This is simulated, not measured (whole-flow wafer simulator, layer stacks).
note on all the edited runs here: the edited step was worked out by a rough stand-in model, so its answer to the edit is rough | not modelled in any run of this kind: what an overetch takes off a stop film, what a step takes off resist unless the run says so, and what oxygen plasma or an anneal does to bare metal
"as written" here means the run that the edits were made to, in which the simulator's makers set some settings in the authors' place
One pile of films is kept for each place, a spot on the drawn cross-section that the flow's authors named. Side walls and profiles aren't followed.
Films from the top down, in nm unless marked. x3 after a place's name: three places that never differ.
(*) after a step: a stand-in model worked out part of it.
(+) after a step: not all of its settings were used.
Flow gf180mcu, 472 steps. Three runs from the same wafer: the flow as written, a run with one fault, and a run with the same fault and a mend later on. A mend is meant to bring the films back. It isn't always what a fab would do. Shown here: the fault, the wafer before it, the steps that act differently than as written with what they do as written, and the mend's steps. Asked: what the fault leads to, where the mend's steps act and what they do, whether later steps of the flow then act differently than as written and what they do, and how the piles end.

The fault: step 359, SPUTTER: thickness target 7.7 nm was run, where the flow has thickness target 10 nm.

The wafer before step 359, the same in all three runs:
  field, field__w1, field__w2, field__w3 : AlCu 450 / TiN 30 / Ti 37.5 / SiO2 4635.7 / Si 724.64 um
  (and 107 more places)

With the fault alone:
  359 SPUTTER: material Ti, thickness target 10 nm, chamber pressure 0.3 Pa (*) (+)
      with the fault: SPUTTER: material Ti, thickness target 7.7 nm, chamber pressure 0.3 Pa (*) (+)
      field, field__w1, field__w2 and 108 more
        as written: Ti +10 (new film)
        with the fault: Ti +7.7 (new film)
  Later steps of the flow that act differently than as written (4 more steps differ only slightly, by at most 2% or 0.5 nm, whichever is larger, and aren't shown):
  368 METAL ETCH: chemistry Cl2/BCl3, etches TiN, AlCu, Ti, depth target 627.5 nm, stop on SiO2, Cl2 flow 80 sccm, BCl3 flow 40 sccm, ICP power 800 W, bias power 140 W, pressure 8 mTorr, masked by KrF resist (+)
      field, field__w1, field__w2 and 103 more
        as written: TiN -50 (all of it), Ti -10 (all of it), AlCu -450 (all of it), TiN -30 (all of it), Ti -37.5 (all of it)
        with the fault: TiN -50 (all of it), Ti -7.7 (all of it), AlCu -450 (all of it), TiN -30 (all of it), Ti -37.5 (all of it)
  At the end the piles differ from the flow's by more than 2% or 0.5 nm, whichever is larger, at field__w8, contact, m1, m1__w1, m1_nw.
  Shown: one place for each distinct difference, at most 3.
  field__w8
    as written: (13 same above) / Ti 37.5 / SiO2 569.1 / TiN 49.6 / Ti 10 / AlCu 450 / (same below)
    with the fault: (13 same above) / Ti 37.5 / SiO2 571.4 / TiN 49.6 / Ti 7.7 / AlCu 450 / (same below)
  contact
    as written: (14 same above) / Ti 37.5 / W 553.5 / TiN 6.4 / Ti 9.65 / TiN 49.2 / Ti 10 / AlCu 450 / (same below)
    with the fault: (14 same above) / Ti 37.5 / W 555.8 / TiN 6.4 / Ti 9.64 / TiN 49.2 / Ti 7.7 / AlCu 450 / (same below)

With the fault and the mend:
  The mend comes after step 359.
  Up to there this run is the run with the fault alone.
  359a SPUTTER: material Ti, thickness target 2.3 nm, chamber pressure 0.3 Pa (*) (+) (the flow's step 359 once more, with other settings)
      field, field__w1, field__w2 and 108 more
        Ti +2.3
  No later step of the flow acts differently than as written at any place that is followed.
  At the end the piles are the same as the flow's at every place that both follow.
